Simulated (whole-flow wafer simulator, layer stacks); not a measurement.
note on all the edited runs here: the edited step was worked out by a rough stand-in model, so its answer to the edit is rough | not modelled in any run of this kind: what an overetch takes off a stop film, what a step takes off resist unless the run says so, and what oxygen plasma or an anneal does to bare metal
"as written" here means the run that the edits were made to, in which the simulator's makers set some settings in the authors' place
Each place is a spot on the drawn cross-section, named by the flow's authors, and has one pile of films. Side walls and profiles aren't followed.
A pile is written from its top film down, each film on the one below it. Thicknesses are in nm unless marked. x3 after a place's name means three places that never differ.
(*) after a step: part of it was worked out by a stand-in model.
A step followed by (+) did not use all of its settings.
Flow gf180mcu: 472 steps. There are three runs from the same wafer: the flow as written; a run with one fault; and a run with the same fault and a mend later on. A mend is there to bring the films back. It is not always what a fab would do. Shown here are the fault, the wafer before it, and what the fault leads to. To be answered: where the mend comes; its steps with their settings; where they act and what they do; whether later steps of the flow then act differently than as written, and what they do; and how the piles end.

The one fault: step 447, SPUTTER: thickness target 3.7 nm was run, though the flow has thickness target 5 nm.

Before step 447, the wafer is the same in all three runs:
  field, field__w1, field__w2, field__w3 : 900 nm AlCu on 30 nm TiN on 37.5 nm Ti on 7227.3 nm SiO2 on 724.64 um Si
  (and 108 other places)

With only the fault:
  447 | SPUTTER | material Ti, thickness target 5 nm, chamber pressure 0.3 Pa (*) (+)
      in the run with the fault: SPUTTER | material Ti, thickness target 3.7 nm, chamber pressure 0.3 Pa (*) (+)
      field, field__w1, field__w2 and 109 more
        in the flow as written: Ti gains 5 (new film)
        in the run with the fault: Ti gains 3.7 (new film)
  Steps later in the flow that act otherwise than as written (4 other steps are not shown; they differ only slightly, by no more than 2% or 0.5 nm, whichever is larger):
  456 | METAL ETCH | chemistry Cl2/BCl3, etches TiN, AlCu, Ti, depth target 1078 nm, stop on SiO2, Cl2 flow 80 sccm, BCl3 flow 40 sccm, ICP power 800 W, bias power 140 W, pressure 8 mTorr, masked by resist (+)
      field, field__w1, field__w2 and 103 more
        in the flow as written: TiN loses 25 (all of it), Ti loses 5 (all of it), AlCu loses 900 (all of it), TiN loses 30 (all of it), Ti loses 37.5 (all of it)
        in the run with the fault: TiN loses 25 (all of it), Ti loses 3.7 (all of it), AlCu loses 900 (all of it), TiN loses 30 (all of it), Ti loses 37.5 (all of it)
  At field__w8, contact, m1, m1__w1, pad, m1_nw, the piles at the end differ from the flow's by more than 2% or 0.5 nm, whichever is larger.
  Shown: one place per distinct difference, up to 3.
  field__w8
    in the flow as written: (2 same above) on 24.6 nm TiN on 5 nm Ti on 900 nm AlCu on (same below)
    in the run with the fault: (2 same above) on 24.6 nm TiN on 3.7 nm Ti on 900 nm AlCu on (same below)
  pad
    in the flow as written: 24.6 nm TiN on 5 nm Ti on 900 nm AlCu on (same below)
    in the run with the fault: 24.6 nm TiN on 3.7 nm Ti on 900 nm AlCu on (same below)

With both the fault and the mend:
  The mend stands after step 447.
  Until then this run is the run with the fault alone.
  447a | SPUTTER | material Ti, thickness target 1.3 nm, chamber pressure 0.3 Pa (*) (+) (a further turn of the flow's step 447, with different settings)
      field, field__w1, field__w2 and 109 more
        Ti gains 1.3
  Every later step of the flow that is run acts as written at every place that is followed.
  The piles end the same as the flow's at every place that both follow.
